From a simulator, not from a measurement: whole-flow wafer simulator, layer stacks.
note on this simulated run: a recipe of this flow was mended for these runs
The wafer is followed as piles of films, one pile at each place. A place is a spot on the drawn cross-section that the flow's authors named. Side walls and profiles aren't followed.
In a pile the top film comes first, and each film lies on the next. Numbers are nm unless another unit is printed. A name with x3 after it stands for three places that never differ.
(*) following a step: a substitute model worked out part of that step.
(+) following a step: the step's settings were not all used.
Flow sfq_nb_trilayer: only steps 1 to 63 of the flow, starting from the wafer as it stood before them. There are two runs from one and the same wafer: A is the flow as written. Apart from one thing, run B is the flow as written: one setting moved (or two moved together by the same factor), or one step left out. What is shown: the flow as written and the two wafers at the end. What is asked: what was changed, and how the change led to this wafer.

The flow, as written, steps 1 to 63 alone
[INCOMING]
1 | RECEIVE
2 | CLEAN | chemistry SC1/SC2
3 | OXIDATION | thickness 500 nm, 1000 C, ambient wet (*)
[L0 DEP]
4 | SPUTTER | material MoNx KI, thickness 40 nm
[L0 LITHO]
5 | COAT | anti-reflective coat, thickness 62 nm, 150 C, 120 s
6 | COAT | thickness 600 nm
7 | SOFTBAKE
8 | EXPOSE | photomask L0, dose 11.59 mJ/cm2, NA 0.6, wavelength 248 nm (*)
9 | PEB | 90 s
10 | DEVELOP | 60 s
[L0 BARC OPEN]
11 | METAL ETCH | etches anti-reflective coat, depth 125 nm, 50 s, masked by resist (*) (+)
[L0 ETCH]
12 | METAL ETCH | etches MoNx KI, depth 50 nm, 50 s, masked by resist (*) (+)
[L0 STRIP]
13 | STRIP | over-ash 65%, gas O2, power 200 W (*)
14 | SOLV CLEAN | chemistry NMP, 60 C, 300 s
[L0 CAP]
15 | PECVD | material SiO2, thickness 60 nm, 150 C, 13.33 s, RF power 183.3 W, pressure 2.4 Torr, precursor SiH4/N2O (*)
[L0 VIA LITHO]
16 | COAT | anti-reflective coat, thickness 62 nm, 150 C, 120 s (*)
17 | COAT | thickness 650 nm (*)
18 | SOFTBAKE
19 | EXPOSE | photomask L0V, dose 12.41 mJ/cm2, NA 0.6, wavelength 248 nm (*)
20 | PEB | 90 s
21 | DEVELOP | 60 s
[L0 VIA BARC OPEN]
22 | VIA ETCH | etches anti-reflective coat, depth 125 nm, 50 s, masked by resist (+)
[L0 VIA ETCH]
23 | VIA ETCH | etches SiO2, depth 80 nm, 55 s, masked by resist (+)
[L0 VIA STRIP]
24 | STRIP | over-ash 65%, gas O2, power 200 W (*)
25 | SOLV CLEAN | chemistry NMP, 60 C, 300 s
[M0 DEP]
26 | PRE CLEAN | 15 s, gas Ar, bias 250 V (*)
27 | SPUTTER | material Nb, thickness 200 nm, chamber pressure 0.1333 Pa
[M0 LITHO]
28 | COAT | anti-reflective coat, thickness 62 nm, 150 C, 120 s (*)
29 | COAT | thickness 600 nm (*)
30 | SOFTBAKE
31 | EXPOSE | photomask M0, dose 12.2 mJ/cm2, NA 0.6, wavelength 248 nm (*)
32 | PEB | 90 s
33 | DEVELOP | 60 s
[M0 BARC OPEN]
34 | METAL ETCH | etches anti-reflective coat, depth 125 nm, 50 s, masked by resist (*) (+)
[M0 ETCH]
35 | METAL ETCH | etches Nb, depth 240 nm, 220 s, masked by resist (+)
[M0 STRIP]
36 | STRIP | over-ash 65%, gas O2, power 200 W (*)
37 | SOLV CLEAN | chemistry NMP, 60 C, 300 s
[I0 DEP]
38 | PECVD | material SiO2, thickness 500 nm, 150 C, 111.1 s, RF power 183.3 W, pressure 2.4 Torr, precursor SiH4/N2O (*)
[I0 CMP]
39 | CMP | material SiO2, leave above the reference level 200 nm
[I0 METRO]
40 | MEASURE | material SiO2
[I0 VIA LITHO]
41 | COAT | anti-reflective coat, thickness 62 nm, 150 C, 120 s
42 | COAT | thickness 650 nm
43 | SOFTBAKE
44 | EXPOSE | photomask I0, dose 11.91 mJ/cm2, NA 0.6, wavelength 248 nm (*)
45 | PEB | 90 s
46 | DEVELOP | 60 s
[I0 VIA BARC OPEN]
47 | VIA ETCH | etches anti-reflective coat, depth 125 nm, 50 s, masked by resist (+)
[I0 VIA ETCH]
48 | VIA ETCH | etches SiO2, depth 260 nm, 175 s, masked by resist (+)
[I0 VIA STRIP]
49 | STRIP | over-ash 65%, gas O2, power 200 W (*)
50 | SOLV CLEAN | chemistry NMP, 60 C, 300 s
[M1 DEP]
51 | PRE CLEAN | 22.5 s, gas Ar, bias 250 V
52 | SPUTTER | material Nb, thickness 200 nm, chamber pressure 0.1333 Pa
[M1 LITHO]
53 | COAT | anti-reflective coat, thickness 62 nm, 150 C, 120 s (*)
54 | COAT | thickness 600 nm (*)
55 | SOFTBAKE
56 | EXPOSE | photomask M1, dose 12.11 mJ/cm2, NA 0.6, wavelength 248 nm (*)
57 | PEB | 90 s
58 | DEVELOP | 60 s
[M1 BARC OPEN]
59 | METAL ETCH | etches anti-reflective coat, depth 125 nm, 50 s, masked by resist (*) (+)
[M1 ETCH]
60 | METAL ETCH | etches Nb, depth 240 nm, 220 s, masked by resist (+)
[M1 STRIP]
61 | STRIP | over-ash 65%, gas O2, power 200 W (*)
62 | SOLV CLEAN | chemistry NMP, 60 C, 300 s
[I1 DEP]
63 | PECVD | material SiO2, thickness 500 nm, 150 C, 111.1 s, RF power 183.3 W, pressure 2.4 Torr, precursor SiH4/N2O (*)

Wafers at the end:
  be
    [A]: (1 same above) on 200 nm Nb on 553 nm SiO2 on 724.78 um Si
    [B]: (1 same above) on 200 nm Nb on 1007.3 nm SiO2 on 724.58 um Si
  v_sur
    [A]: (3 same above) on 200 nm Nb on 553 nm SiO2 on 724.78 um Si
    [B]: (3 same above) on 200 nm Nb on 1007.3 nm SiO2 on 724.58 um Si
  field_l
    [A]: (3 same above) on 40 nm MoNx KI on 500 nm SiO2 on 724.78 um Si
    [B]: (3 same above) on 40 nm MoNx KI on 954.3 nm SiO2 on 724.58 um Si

What caused this: step 3, OXIDATION: 1150 C was run, while the flow as written has 1000 C.

Step by step, how the change led to this:
  3 | OXIDATION | thickness 500 nm, 1000 C, ambient wet (*)
      field_l, v_sur, via_wl and 103 more: A SiO2 gains 500 (new film), chemical SiO2 loses 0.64 (all of it), Si loses 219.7 | B SiO2 gains 954.3 (new film), chemical SiO2 loses 0.64 (all of it), Si loses 419.6
